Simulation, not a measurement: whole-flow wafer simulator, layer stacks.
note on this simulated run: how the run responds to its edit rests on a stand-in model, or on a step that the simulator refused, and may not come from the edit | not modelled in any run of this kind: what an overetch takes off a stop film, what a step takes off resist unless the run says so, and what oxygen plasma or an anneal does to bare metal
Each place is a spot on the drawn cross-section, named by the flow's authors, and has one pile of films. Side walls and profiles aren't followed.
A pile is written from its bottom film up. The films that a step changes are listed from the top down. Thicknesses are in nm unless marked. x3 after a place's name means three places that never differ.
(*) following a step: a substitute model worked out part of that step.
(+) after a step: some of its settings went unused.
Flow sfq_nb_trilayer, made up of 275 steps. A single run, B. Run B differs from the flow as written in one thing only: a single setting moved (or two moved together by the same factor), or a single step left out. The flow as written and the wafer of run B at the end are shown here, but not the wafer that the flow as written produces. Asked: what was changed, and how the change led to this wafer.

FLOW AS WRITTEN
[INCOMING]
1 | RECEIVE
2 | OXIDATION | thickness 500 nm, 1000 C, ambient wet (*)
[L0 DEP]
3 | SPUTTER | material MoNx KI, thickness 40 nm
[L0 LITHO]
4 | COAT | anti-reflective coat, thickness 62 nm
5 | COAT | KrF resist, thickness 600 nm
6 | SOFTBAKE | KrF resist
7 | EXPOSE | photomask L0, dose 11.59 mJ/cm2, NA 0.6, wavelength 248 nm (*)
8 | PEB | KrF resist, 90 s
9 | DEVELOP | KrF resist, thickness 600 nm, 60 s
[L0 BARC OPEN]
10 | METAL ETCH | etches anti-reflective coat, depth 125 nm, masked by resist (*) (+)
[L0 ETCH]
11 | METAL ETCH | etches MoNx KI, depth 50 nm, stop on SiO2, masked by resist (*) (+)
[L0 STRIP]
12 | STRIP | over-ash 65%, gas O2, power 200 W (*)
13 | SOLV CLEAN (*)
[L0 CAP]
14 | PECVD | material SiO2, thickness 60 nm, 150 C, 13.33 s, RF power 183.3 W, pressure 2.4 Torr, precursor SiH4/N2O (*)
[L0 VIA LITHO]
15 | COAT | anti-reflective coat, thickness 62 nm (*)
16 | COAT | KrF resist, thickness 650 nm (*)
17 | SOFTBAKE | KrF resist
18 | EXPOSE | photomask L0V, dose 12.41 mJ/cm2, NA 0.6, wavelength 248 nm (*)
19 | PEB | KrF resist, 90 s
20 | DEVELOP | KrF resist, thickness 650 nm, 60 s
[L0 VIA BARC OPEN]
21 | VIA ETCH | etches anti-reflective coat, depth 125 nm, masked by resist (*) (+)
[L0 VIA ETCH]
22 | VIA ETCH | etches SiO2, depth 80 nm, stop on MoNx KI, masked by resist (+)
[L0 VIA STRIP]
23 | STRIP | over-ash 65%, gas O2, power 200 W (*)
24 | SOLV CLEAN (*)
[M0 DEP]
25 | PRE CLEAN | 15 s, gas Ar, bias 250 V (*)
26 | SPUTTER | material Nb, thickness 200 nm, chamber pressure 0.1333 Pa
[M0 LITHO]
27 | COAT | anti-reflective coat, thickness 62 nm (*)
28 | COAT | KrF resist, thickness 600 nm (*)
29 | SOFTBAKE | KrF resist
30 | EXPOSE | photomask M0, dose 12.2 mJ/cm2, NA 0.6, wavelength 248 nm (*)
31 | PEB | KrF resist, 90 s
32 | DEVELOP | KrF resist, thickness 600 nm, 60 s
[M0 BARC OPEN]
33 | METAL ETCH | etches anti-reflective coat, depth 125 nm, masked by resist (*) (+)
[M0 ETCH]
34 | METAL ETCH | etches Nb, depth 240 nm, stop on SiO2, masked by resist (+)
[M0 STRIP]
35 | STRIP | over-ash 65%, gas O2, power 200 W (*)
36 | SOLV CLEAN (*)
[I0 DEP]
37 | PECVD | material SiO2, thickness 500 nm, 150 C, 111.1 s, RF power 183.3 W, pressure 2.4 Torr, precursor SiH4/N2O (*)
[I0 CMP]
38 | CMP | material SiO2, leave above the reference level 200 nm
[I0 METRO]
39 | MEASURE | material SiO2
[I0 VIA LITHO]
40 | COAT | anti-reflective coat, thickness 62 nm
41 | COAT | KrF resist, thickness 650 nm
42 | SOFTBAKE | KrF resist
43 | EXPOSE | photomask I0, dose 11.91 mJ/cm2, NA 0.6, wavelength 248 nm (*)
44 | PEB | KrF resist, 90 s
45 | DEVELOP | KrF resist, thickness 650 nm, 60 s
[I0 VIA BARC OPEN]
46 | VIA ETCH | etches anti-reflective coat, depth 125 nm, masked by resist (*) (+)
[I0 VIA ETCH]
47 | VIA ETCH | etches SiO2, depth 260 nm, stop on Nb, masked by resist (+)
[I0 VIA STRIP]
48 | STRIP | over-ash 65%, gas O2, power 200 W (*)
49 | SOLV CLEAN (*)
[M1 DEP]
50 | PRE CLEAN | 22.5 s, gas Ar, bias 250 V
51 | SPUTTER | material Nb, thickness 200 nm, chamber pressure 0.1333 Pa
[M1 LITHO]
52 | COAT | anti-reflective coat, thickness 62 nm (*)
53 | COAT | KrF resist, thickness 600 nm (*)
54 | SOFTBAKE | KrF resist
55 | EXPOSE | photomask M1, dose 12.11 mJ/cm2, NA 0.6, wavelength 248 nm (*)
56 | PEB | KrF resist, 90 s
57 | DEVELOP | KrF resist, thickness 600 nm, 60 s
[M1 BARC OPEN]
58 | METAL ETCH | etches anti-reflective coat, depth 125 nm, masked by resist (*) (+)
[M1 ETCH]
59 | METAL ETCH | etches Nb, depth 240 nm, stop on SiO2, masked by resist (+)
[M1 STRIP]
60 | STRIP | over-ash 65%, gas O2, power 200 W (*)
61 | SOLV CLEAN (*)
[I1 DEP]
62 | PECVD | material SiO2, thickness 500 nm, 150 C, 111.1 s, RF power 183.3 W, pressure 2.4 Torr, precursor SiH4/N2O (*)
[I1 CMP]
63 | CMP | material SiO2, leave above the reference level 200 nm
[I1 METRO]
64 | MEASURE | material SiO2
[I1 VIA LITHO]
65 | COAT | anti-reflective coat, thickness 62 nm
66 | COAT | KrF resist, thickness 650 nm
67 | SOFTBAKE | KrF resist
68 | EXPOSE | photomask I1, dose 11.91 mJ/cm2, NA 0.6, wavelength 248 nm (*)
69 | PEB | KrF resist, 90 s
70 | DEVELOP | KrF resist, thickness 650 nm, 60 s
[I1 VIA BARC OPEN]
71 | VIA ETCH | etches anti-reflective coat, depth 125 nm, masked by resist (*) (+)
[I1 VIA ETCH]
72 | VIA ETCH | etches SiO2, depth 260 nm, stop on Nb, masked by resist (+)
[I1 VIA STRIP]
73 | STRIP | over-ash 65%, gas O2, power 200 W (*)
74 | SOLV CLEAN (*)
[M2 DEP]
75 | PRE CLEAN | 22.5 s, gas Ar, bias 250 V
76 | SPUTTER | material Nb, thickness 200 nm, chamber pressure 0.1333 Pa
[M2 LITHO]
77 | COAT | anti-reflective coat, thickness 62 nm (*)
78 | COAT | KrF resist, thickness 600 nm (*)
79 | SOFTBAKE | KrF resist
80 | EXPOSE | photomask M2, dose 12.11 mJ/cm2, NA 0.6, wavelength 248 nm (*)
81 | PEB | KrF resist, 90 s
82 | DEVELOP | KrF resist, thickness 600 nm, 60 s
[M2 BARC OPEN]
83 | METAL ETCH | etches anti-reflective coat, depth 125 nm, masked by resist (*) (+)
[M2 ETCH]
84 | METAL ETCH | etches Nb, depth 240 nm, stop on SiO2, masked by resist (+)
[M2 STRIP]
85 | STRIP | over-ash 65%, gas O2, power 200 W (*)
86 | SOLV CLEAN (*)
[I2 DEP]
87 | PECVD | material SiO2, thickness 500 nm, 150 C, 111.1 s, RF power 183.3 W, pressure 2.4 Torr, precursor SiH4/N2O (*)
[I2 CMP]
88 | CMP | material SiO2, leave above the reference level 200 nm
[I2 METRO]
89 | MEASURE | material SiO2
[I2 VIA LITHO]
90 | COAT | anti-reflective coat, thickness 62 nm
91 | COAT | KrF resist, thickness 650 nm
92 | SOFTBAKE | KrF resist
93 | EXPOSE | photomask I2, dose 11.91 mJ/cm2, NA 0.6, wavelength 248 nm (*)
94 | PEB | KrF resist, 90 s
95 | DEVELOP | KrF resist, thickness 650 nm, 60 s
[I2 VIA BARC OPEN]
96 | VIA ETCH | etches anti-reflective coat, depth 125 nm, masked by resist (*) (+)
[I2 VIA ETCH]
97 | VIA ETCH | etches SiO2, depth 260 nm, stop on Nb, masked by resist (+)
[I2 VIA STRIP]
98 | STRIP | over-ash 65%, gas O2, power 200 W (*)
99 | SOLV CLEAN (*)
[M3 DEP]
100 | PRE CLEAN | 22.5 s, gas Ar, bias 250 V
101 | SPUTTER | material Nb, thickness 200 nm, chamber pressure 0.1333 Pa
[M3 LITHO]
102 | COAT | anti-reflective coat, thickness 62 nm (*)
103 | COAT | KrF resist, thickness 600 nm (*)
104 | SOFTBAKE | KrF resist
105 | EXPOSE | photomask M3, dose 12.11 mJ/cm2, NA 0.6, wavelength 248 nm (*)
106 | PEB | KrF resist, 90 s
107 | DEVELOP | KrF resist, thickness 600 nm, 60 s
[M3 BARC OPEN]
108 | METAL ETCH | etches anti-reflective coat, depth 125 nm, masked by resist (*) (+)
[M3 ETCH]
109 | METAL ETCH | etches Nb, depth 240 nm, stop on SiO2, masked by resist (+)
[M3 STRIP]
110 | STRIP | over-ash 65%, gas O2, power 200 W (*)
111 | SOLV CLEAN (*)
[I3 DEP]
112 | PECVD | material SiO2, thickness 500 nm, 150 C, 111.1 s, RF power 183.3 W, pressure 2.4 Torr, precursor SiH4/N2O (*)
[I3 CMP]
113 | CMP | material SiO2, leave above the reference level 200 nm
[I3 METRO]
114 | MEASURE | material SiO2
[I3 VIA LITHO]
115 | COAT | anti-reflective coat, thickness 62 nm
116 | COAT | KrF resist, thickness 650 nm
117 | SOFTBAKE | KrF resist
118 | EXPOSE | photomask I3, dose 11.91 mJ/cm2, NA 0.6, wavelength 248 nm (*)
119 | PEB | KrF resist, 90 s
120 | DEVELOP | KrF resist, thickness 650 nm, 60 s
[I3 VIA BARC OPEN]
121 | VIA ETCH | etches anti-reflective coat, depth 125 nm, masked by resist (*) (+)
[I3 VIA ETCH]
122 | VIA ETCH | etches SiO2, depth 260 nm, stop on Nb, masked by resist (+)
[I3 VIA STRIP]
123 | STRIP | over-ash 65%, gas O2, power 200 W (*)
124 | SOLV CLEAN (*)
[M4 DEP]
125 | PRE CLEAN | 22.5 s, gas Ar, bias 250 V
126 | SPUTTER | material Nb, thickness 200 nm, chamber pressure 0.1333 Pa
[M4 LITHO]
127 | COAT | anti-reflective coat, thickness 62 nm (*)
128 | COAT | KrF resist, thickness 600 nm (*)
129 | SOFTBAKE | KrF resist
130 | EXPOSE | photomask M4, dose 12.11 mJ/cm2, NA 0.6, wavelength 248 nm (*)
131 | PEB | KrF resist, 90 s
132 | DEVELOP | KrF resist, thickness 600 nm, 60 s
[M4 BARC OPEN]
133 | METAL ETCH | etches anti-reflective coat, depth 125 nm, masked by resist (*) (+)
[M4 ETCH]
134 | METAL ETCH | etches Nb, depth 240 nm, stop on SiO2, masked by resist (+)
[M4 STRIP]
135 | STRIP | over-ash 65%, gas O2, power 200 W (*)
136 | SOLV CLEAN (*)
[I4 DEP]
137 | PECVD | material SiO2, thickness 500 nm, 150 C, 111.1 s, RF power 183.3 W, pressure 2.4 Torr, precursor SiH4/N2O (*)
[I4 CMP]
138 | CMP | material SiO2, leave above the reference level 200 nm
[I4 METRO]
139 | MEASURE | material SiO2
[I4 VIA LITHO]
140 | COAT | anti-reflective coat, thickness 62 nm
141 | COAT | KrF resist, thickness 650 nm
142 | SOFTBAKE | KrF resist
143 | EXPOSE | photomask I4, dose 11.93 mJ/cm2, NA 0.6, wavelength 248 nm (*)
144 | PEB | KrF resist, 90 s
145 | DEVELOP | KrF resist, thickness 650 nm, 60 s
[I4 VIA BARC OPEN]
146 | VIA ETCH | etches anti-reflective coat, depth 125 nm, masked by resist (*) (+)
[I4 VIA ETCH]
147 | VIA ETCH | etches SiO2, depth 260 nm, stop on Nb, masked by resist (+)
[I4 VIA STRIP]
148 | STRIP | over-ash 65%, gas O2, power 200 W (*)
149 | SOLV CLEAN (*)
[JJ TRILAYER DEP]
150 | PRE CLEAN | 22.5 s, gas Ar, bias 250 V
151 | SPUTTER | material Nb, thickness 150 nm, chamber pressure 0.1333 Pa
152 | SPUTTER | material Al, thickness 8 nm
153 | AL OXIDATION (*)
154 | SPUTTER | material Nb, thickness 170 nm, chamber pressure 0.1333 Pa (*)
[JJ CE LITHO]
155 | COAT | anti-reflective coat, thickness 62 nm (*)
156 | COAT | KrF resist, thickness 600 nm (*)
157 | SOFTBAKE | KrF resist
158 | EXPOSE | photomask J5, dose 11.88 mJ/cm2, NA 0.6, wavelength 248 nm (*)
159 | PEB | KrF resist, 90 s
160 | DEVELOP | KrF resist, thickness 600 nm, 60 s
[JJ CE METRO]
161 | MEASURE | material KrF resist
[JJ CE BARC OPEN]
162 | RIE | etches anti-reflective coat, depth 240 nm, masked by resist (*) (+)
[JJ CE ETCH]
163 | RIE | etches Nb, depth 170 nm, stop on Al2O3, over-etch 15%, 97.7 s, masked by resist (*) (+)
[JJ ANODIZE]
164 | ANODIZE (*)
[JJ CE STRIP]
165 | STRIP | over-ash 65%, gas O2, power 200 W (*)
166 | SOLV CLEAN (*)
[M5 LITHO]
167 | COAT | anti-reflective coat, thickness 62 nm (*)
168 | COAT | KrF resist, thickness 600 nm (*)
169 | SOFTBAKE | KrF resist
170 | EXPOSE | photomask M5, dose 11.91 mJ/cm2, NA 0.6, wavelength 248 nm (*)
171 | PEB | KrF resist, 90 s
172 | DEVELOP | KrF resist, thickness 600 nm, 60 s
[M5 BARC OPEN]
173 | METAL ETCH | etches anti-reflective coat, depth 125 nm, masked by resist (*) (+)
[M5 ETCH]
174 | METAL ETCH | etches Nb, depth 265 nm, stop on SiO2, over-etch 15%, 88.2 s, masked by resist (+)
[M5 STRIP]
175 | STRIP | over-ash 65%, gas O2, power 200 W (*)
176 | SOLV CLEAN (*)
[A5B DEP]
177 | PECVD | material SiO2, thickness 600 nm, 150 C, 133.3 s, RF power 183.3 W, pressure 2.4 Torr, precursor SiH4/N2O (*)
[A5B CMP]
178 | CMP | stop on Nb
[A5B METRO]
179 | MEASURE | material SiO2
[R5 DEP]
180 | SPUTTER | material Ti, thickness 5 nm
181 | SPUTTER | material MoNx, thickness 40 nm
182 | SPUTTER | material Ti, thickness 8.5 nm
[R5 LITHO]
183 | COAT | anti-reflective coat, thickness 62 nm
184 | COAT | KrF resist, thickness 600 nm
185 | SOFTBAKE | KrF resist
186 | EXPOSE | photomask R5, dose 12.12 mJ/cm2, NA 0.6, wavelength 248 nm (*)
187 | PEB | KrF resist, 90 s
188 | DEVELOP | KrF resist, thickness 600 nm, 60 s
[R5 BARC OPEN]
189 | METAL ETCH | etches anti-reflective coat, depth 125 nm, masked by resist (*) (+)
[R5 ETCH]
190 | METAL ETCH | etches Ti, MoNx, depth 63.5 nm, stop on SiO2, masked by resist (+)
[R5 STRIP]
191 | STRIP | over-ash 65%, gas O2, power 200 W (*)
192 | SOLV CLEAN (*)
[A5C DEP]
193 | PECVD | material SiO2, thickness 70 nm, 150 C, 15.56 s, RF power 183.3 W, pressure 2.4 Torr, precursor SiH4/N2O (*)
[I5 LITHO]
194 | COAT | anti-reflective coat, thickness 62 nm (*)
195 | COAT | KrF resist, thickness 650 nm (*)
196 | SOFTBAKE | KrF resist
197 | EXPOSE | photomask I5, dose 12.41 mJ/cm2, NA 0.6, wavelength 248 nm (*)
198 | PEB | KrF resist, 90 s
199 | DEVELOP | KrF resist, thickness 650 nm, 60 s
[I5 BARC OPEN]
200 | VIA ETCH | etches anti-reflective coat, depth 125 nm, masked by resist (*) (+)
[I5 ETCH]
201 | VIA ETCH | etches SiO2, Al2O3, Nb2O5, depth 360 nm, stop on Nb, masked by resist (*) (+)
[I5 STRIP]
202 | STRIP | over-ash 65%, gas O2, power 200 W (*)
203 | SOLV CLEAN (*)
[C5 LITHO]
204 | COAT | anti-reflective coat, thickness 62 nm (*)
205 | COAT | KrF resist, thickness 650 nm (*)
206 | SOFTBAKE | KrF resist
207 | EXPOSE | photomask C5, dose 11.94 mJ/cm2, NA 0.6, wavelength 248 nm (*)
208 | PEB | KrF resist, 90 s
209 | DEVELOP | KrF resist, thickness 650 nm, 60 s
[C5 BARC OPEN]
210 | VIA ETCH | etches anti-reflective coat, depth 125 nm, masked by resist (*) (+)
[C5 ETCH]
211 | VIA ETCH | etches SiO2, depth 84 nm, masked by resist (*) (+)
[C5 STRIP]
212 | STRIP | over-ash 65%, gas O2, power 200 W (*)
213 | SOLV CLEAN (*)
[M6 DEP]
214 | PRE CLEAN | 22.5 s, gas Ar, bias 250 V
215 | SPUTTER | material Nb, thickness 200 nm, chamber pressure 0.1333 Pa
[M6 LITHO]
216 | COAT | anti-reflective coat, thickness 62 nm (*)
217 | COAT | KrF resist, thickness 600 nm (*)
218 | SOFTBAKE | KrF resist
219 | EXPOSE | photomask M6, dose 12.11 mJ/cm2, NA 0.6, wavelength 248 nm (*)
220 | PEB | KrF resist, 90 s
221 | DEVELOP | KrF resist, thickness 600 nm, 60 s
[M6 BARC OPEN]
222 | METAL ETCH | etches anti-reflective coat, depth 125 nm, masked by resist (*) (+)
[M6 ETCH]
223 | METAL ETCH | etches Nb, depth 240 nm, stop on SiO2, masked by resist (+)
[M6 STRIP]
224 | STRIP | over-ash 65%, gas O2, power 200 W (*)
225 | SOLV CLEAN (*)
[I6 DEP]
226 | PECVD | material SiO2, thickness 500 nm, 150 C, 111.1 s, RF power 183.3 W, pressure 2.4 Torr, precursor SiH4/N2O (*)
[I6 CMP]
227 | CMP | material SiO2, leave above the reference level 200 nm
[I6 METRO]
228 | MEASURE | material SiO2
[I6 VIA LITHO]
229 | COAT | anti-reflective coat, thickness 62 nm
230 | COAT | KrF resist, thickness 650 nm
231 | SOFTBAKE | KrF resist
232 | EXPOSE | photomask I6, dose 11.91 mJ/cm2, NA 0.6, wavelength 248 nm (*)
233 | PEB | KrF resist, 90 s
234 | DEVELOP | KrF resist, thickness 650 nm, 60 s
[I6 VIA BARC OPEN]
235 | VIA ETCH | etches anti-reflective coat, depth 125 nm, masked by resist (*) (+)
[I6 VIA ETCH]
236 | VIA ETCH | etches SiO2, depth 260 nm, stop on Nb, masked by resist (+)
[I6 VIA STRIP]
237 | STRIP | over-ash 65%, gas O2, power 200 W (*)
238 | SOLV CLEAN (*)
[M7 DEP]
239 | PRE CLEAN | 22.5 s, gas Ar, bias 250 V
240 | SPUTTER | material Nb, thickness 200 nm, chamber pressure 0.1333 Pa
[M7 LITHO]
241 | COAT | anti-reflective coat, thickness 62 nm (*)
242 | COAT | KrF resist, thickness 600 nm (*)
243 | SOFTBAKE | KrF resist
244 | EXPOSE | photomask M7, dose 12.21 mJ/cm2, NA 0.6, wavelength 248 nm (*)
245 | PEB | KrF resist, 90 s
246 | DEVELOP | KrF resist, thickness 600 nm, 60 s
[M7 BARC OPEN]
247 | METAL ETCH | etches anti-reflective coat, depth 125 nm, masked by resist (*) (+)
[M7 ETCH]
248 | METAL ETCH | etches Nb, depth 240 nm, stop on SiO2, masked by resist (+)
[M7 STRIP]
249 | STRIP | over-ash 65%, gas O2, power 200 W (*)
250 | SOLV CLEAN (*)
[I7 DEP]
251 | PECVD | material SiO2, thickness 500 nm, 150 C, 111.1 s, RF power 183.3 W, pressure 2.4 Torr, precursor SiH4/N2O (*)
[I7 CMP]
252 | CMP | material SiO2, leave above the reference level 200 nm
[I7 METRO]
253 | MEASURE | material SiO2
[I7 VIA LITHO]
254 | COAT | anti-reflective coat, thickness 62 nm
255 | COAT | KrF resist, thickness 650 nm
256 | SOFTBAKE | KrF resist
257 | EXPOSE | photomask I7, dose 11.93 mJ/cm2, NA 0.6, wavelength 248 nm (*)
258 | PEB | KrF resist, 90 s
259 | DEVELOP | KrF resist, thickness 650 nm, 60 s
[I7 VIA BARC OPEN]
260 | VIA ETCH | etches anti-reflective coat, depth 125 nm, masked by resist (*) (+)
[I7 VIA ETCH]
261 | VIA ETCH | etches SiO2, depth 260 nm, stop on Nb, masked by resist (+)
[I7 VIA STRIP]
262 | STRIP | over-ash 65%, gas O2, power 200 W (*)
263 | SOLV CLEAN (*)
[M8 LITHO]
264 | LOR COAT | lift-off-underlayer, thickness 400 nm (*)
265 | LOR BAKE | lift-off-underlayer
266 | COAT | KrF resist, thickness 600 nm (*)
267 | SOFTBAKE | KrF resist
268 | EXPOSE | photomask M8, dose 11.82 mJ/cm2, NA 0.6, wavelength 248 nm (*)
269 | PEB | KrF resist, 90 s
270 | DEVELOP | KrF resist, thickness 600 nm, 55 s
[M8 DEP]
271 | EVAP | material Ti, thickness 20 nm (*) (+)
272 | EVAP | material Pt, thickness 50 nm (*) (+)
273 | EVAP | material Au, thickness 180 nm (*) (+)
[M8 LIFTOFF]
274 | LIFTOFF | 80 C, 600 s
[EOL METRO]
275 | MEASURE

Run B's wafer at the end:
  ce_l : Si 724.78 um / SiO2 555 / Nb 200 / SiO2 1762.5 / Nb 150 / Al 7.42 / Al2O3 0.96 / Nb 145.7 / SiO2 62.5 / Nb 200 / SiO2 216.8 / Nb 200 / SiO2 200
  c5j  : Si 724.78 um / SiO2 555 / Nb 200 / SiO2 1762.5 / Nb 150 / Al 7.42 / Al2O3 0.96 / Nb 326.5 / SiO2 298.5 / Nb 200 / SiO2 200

Cause: step 190, METAL ETCH: depth 77.8 nm was run, while the flow as written has depth 63.5 nm.

Step by step, how the change led to this:
  190 | METAL ETCH | etches Ti, MoNx, depth 63.5 nm, stop on SiO2, masked by resist (+)
      be_r, r_sur, res, r_end, r5r_line_l, r5r_line_c, r5r_line_r: KrF resist loses 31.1 (it would be, as written: KrF resist loses 25.4)
      ce_l, c5j, ce_r, wl_jj: Ti loses 8.5 (all of it), MoNx loses 40 (all of it), Ti loses 5 (all of it), Nb loses 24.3 (it would be, as written: Ti loses 8.5 (all of it), MoNx loses 40 (all of it), Ti loses 5 (all of it), Nb loses 10)
  194 | COAT | anti-reflective coat, thickness 62 nm (*)
      wl_j_sl, wl_j_sr: anti-reflective coat gains 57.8 (new film) (it would be, as written: anti-reflective coat gains 60.2 (new film))
      jj_sur: anti-reflective coat gains 58.4 (new film) (it would be, as written: anti-reflective coat gains 60.8 (new film))
      (also at 5 further places)
  202 | STRIP | over-ash 65%, gas O2, power 200 W (*)
      wl_j_sl, wl_j_sr: KrF resist loses 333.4 (all of it), anti-reflective coat loses 57.8 (all of it) (it would be, as written: KrF resist loses 333.3 (all of it), anti-reflective coat loses 60.2 (all of it))
      jj_sur: KrF resist loses 337.4 (all of it), anti-reflective coat loses 58.4 (all of it) (it would be, as written: KrF resist loses 337.2 (all of it), anti-reflective coat loses 60.8 (all of it))
      (also at 5 further places)
  204 | COAT | anti-reflective coat, thickness 62 nm (*)
      wl_j_sl, wl_j_sr: anti-reflective coat gains 57.8 (new film) (it would be, as written: anti-reflective coat gains 60.2 (new film))
      jj_sur: anti-reflective coat gains 57.1 (new film) (it would be, as written: anti-reflective coat gains 59.5 (new film))
      (also at 5 further places)
  210 | VIA ETCH | etches anti-reflective coat, depth 125 nm, masked by resist (*) (+)
      c5j: anti-reflective coat loses 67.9 (all of it), SiO2 loses 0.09 (it would be, as written: anti-reflective coat loses 63.9 (all of it), SiO2 loses 0.11)
  212 | STRIP | over-ash 65%, gas O2, power 200 W (*)
      wl_j_sl, wl_j_sr: KrF resist loses 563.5 (all of it), anti-reflective coat loses 57.8 (all of it) (it would be, as written: KrF resist loses 563.4 (all of it), anti-reflective coat loses 60.2 (all of it))
      jj_sur: KrF resist loses 562.3 (all of it), anti-reflective coat loses 57.1 (all of it) (it would be, as written: KrF resist loses 562 (all of it), anti-reflective coat loses 59.5 (all of it))
      (also at 4 further places)
  216 | COAT | anti-reflective coat, thickness 62 nm (*)
      wl_j_sl, wl_j_sr: anti-reflective coat gains 57.9 (new film) (it would be, as written: anti-reflective coat gains 60.2 (new film))
      jj_sur: anti-reflective coat gains 53.5 (new film) (it would be, as written: anti-reflective coat gains 56.1 (new film))
      (also at 5 further places)
  224 | STRIP | over-ash 65%, gas O2, power 200 W (*)
      wl_j_sl, wl_j_sr: KrF resist loses 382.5 (all of it), anti-reflective coat loses 57.9 (all of it) (it would be, as written: KrF resist loses 382.5 (all of it), anti-reflective coat loses 60.2 (all of it))
      jj_sur: KrF resist loses 378.8 (all of it), anti-reflective coat loses 53.5 (all of it) (it would be, as written: KrF resist loses 378.5 (all of it), anti-reflective coat loses 56.1 (all of it))
      (also at 5 further places)
  227 | CMP | material SiO2, leave above the reference level 200 nm
      ce_l, ce_r, wl_jj: SiO2 loses 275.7 (it would be, as written: SiO2 loses 290)
      c5j: SiO2 loses 208.7 (it would be, as written: SiO2 loses 223)
